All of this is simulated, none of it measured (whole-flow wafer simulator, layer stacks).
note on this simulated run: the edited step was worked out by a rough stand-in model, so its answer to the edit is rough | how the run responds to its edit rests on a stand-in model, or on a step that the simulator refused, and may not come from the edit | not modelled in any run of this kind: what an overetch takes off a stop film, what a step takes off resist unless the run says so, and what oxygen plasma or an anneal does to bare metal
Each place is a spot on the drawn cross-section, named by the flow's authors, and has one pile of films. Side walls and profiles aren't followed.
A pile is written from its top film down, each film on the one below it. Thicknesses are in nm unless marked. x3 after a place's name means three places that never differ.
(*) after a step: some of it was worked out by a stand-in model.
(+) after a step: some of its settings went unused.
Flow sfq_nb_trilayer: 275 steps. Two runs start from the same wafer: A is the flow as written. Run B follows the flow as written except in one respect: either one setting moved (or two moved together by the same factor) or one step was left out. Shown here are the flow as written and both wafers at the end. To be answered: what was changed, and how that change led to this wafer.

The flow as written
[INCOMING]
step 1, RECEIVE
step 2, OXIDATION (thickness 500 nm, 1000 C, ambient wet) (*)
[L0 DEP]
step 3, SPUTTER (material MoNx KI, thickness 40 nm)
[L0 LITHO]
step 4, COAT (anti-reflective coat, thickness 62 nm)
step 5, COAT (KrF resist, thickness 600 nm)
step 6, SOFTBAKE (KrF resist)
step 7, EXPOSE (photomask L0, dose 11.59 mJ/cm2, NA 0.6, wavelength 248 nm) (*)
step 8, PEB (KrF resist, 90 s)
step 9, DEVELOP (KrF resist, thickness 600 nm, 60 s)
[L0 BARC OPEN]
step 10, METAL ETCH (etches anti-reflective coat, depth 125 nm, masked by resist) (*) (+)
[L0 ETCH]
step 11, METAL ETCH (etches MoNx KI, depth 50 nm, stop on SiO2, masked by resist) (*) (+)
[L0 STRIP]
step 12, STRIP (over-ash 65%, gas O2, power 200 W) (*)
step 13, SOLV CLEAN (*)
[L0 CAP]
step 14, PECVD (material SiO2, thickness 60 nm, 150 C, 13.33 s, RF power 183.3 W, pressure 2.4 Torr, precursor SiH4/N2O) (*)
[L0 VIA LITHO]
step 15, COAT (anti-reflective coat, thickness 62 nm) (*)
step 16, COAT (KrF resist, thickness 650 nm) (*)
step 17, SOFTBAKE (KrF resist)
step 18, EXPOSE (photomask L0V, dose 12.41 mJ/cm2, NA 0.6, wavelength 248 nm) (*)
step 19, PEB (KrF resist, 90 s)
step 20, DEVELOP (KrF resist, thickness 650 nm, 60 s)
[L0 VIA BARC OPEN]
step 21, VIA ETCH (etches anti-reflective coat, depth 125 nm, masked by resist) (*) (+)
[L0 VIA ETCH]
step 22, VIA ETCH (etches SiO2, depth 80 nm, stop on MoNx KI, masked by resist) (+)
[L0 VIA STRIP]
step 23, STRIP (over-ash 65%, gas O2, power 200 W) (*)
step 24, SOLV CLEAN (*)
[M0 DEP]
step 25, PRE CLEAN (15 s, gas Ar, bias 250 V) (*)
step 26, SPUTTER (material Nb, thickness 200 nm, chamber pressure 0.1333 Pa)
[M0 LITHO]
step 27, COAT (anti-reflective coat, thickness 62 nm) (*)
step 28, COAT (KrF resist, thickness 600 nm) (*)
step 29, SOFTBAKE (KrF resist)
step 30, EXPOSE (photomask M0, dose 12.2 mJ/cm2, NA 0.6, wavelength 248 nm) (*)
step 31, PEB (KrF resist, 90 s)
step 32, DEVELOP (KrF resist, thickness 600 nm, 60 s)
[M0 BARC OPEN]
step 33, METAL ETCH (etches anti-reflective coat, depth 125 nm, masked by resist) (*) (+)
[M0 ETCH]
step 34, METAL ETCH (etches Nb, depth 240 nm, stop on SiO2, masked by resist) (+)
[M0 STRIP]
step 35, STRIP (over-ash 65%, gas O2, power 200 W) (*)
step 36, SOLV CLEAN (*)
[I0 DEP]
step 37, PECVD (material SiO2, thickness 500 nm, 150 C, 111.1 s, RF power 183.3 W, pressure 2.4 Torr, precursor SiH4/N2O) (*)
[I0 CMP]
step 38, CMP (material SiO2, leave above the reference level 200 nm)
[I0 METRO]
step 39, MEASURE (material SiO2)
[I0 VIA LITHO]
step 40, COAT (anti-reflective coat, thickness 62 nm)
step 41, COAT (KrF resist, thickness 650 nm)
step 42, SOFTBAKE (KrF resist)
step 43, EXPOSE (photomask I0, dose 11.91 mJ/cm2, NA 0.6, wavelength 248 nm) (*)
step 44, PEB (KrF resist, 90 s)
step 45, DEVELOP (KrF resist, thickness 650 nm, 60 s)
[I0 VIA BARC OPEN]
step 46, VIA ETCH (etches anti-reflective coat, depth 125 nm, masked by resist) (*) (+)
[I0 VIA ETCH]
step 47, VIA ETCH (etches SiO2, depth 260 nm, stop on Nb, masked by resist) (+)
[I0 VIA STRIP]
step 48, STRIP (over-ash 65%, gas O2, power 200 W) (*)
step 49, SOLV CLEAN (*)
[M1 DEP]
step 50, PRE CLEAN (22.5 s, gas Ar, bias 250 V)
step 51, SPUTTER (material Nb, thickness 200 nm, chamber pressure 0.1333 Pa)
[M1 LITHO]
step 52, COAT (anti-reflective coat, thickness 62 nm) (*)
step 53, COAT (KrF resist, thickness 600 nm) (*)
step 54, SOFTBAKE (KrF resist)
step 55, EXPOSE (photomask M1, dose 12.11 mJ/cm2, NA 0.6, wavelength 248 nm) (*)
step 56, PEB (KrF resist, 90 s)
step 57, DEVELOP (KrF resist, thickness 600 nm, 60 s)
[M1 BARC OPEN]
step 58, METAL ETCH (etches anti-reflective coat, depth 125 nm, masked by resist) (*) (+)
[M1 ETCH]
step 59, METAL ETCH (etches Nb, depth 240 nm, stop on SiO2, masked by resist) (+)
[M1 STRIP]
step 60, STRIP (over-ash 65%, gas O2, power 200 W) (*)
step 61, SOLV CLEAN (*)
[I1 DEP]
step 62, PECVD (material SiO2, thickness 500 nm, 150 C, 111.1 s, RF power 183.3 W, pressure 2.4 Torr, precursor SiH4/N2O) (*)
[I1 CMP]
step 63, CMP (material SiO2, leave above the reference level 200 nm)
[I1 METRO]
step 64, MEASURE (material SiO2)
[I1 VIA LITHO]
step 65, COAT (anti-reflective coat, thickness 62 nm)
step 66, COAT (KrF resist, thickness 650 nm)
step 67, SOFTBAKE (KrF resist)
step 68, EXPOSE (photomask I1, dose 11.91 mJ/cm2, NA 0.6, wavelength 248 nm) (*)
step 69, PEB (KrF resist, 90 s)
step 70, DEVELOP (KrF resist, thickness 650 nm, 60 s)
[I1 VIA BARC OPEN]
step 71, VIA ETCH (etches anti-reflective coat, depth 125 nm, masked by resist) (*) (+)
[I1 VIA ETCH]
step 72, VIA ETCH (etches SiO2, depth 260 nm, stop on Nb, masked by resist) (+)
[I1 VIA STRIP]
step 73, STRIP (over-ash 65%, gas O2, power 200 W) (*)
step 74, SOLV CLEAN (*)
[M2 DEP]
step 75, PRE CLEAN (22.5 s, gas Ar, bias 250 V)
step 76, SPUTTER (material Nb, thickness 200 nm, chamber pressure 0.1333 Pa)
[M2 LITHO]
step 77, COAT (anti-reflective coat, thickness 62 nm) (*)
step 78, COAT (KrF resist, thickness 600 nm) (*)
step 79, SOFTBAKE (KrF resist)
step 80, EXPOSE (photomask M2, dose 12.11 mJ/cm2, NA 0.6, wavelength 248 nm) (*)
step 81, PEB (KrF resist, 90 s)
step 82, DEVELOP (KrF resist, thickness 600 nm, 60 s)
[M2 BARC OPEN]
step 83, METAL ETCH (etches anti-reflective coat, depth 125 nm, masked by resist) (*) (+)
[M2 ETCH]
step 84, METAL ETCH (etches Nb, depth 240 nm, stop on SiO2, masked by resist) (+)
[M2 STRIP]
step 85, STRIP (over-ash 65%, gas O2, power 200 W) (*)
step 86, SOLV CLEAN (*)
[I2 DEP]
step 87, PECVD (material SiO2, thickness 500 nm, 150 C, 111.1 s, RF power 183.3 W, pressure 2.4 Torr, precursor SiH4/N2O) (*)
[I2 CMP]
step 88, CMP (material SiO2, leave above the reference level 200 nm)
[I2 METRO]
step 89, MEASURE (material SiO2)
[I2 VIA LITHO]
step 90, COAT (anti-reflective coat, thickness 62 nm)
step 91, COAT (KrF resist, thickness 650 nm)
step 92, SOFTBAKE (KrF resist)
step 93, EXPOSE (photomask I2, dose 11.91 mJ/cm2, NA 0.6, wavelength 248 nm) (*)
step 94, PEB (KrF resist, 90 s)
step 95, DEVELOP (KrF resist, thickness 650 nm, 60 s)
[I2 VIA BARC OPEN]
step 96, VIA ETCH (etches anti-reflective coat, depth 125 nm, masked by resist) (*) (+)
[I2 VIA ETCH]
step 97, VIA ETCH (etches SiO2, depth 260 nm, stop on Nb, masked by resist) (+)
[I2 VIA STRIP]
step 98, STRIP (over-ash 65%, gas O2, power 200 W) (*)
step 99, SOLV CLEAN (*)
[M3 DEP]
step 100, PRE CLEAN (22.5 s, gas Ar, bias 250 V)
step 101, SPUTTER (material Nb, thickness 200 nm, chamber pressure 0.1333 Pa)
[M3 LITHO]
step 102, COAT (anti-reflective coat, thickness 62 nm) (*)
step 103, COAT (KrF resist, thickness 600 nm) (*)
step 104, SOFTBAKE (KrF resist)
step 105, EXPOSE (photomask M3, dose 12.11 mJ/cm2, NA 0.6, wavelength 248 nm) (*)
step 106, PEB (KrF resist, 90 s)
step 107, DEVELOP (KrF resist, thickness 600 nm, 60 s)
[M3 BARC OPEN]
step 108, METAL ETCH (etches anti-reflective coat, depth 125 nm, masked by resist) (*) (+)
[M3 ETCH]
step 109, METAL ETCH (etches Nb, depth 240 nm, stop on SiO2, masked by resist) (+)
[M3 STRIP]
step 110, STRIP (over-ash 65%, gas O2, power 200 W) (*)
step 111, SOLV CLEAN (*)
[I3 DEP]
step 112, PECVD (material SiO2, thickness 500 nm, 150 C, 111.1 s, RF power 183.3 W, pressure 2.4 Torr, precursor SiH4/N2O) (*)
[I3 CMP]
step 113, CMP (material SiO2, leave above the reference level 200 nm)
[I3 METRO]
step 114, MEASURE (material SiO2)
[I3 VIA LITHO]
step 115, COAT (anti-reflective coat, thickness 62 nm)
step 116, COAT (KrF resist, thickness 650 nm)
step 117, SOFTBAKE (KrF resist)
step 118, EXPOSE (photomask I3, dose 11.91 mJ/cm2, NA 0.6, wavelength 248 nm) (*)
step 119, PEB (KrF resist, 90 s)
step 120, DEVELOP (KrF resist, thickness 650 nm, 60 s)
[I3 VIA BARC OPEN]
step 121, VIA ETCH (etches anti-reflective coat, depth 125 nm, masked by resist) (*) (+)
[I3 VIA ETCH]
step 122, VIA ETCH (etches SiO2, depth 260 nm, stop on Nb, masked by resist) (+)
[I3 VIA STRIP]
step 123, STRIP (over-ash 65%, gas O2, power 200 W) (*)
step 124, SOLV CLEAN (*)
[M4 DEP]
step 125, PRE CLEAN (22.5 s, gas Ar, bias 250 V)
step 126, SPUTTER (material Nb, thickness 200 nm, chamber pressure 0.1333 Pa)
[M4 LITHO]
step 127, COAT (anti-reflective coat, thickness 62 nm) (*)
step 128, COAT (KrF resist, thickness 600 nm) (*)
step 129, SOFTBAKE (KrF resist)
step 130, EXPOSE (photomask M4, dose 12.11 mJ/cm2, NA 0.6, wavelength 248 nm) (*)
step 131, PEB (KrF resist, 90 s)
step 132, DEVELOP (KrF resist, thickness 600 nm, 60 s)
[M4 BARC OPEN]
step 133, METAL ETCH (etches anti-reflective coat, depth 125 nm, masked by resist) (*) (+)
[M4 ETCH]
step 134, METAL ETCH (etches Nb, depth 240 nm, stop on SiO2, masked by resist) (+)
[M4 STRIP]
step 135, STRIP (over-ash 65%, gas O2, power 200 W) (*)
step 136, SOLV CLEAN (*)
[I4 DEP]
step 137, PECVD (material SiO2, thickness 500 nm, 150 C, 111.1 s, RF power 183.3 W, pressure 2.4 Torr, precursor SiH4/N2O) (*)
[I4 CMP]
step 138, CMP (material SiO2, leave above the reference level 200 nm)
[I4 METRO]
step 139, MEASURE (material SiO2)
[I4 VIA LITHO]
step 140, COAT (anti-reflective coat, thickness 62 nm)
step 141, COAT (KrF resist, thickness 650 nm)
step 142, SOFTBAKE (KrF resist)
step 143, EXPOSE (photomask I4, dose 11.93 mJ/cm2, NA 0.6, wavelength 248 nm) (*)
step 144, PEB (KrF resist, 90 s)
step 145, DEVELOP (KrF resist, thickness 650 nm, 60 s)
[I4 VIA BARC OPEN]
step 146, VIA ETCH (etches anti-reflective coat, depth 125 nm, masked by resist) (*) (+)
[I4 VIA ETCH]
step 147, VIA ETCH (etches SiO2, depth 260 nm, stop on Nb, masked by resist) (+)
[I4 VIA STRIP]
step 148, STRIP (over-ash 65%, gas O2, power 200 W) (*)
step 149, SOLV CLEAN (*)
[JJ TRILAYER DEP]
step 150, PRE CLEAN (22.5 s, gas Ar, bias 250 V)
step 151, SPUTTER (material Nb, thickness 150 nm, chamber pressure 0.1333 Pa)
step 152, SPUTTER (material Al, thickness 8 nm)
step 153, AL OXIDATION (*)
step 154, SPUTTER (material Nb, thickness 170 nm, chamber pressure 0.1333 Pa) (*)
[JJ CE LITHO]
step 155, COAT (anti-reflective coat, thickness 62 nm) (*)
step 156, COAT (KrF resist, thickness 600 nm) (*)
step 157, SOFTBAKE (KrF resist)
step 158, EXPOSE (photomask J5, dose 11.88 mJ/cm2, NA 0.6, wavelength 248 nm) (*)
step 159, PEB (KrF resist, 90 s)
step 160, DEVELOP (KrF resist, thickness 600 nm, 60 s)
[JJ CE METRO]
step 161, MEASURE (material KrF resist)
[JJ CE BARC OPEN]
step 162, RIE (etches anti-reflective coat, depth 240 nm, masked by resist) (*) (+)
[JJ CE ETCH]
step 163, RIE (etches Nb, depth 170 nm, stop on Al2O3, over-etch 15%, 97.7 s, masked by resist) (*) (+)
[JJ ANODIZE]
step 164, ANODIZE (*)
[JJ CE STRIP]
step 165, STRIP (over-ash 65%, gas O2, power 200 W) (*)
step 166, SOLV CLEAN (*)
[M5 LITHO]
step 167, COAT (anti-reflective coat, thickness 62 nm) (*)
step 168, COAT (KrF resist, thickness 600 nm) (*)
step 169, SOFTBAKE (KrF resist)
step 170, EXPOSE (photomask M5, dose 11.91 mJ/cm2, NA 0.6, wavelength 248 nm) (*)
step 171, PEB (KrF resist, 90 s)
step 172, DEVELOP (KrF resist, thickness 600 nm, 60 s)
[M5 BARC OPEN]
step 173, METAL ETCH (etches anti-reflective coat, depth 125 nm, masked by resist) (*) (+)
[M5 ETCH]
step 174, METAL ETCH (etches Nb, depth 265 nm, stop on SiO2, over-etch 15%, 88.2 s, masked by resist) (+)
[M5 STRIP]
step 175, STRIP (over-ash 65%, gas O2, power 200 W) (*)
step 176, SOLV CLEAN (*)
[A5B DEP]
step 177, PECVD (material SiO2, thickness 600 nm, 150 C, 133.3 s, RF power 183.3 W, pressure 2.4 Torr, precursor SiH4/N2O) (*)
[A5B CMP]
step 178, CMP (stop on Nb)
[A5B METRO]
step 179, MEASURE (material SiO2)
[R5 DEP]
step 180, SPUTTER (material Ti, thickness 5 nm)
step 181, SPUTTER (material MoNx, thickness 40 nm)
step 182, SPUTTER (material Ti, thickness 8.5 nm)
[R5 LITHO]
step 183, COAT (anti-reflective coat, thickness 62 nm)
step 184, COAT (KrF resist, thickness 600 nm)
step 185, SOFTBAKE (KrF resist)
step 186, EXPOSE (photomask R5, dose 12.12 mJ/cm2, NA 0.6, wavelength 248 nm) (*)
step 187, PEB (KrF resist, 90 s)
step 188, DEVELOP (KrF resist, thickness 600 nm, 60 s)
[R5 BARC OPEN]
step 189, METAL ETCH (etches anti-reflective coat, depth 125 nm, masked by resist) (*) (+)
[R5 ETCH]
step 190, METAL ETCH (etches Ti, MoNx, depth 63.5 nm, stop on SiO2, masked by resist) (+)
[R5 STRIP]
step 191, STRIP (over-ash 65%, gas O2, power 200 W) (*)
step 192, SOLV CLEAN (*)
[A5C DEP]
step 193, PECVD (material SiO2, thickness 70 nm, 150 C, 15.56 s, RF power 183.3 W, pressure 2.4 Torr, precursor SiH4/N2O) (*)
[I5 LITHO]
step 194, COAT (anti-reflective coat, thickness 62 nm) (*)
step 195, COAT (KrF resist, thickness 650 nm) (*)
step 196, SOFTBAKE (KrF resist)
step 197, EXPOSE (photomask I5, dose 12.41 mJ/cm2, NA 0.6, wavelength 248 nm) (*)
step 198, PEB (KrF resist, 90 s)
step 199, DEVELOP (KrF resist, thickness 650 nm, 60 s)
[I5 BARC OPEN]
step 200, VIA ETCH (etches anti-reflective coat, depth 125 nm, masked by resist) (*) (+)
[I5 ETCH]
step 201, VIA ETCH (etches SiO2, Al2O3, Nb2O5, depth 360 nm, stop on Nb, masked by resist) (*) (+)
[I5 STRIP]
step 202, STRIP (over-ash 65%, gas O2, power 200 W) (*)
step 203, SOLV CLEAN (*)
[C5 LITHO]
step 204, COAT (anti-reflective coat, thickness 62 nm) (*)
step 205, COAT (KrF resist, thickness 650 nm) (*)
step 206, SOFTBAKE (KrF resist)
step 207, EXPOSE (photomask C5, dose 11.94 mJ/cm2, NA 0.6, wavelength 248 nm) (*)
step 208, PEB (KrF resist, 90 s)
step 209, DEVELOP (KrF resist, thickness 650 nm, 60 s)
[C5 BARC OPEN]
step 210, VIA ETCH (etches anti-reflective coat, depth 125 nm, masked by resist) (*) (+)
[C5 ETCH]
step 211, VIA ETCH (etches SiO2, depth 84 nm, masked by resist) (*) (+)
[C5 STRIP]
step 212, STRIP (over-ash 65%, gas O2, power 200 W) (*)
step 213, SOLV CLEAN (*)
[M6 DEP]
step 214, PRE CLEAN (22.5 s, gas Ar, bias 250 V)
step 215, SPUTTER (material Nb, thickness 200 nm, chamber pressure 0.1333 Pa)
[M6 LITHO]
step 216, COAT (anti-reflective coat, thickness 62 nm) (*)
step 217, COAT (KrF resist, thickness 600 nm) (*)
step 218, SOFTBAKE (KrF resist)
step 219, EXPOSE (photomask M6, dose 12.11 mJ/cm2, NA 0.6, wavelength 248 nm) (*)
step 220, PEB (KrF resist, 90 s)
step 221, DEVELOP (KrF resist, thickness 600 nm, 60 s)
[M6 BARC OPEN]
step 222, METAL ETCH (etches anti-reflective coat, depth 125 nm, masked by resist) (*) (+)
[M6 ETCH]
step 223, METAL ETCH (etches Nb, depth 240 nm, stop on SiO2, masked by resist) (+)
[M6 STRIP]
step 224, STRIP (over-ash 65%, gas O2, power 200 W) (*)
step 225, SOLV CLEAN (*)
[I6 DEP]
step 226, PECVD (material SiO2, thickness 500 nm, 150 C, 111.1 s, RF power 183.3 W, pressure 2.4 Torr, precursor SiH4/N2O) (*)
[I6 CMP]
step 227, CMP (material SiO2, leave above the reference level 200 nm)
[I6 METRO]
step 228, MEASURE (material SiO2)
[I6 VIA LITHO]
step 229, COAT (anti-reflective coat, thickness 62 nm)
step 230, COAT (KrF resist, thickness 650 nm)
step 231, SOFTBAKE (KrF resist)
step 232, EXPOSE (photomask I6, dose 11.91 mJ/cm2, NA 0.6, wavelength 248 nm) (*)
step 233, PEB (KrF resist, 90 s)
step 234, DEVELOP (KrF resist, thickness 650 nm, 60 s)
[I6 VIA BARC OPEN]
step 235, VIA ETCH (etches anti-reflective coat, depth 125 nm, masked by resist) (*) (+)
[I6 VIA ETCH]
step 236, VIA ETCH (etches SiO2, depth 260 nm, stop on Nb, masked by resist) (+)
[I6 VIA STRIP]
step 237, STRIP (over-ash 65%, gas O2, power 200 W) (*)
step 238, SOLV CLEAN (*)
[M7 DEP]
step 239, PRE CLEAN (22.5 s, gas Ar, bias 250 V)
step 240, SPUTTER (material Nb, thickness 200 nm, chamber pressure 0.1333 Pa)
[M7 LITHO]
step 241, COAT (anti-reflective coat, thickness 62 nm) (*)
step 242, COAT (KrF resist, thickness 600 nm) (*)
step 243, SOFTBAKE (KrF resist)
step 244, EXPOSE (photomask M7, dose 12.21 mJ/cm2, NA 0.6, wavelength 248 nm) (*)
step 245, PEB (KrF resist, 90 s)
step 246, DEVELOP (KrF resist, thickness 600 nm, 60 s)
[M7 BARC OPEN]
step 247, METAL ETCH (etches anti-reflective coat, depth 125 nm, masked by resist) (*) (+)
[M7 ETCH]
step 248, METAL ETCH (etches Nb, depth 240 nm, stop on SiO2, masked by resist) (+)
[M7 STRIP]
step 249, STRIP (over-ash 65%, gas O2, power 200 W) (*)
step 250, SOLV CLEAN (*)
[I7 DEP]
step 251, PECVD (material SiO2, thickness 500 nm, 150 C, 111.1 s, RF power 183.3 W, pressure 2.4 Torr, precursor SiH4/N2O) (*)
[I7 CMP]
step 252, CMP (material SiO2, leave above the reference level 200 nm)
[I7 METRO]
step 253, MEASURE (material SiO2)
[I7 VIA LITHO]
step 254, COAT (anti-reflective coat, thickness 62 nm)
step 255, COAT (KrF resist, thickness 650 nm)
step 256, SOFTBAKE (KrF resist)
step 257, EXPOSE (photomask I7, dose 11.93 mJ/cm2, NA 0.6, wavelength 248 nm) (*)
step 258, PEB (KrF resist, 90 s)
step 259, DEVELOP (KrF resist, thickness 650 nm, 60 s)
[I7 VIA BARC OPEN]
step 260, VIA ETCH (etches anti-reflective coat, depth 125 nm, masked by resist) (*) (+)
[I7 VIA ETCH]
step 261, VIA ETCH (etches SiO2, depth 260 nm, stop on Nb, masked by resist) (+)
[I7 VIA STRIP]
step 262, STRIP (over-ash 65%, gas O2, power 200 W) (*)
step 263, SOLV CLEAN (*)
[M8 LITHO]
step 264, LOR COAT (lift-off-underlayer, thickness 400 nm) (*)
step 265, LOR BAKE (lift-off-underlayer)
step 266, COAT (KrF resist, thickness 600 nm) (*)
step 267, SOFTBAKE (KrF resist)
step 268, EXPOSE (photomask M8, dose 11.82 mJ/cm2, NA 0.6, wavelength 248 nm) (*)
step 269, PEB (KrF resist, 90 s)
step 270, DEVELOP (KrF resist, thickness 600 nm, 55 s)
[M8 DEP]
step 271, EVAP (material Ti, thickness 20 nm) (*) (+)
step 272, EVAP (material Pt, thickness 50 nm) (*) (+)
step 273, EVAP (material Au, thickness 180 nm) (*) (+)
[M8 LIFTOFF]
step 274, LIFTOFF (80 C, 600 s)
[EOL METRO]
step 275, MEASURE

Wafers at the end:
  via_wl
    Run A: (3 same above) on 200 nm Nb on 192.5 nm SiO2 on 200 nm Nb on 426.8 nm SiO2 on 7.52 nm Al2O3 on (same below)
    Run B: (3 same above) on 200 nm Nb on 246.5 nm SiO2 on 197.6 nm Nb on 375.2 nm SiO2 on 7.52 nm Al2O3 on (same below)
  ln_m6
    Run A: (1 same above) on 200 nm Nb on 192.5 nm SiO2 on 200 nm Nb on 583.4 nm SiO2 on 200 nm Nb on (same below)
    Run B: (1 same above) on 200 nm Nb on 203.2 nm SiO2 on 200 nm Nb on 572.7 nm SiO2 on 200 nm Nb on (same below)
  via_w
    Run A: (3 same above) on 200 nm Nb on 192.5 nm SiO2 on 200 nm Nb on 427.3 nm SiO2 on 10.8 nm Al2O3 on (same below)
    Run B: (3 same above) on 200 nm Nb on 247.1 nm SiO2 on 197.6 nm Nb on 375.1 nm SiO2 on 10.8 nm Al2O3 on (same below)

Cause: step 177, PECVD: thickness 330 nm was run, whereas the flow has thickness 600 nm; step 177, PECVD: 73.33 s was run, where the flow has 133.3 s.

The path from the change to this, step by step:
  step 177, PECVD (material SiO2, thickness 600 nm, 150 C, 133.3 s, RF power 183.3 W, pressure 2.4 Torr, precursor SiH4/N2O) (*)
      v_sur, via_sp, via_v and 47 more: A +600 SiO2 (new film) | B +330 SiO2 (new film)
      field_l, p4_fl, p4_fm and 39 more: A +600 SiO2 | B +330 SiO2
      (and at 14 other places as well)
  step 178, CMP (stop on Nb)
      field_l, p4_fl, p4_fm and 39 more: A -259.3 SiO2 | B nothing
      r_sur, res, r_end, moat, field_r, lsp_l: A -252.3 SiO2 | B nothing
      (and at 58 other places as well)
  step 180, SPUTTER (material Ti, thickness 5 nm)
      via_wl, via_wr: A +5 Ti (new film) | B +4.4 Ti (new film)
  step 181, SPUTTER (material MoNx, thickness 40 nm)
      via_wl, via_wr: A +40 MoNx (new film) | B +35.6 MoNx (new film)
  step 182, SPUTTER (material Ti, thickness 8.5 nm)
      via_wl, via_wr: A +8.5 Ti (new film) | B +7.38 Ti (new film)
  step 183, COAT (anti-reflective coat, thickness 62 nm)
      field_l, p3_s0: A +62 anti-reflective coat (new film) | B +63.3 anti-reflective coat (new film)
      wl_b_m5, wl_e_m5: A +62 anti-reflective coat (new film) | B +58.9 anti-reflective coat (new film)
      (and at 19 other places as well)
  step 184, COAT (KrF resist, thickness 600 nm)
      via_w: A +600 KrF resist (new film) | B +622.9 KrF resist (new film)
  step 188, DEVELOP (KrF resist, thickness 600 nm, 60 s)
      via_w: A -598.7 KrF resist (all of it) | B -621.6 KrF resist (all of it)
  step 189, METAL ETCH (etches anti-reflective coat, depth 125 nm, masked by resist) (*) (+)
      field_l, p3_s0: A -62 anti-reflective coat (all of it) | B -63.3 anti-reflective coat (all of it)
      wl_b_m5, wl_e_m5: A -62 anti-reflective coat (all of it) | B -58.9 anti-reflective coat (all of it)
      (and at 17 other places as well)
  step 190, METAL ETCH (etches Ti, MoNx, depth 63.5 nm, stop on SiO2, masked by resist) (+)
      via_wl, via_wr: A -8.5 Ti (all of it), -40 MoNx (all of it), -5 Ti (all of it) | B -7.38 Ti (all of it), -35.6 MoNx (all of it), -4.4 Ti (all of it)
  step 191, STRIP (over-ash 65%, gas O2, power 200 W) (*)
      be_r: A -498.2 KrF resist (all of it), -62 anti-reflective coat (all of it) | B -493.6 KrF resist (all of it), -59.9 anti-reflective coat (all of it)
      r_sur: A -498.2 KrF resist (all of it), -62 anti-reflective coat (all of it) | B -499.8 KrF resist (all of it), -66 anti-reflective coat (all of it)
  step 194, COAT (anti-reflective coat, thickness 62 nm) (*)
      wl_b_m5, wl_e_m5, wl_g_m5: A +62 anti-reflective coat (new film) | B +58.9 anti-reflective coat (new film)
      m5r_space_l, m5r_space_r: A +62 anti-reflective coat (new film) | B +64.2 anti-reflective coat (new film)
      (and at 18 other places as well)
  step 195, COAT (KrF resist, thickness 650 nm) (*)
      via_w: A +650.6 KrF resist (new film) | B +673.2 KrF resist (new film)
  step 202, STRIP (over-ash 65%, gas O2, power 200 W) (*)
      m5r_space_l, m5r_space_r: A -333.1 KrF resist (all of it), -62 anti-reflective coat (all of it) | B -336.2 KrF resist (all of it), -64.2 anti-reflective coat (all of it)
      m5r_linepad_l, m5r_linepad_r: A -333.1 KrF resist (all of it), -62 anti-reflective coat (all of it) | B -331.7 KrF resist (all of it), -58.4 anti-reflective coat (all of it)
      (and at 19 other places as well)
  step 204, COAT (anti-reflective coat, thickness 62 nm) (*)
      wl_b_m5, wl_e_m5, wl_g_m5: A +62 anti-reflective coat (new film) | B +58.9 anti-reflective coat (new film)
      m5r_space_l, m5r_space_r: A +62 anti-reflective coat (new film) | B +64.2 anti-reflective coat (new film)
      (and at 18 other places as well)
  step 205, COAT (KrF resist, thickness 650 nm) (*)
      via_w: A +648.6 KrF resist (new film) | B +671.2 KrF resist (new film)
  ... another 5 steps ...
  step 227, CMP (material SiO2, leave above the reference level 200 nm)
      field_l, p4_fl, p4_fm and 35 more: A -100 SiO2 | B -89.3 SiO2
      ln_m6, wl_a_m6, wl_c_m6, wl_f_m6: A -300 SiO2 | B -289.3 SiO2
      (and at 14 other places as well)
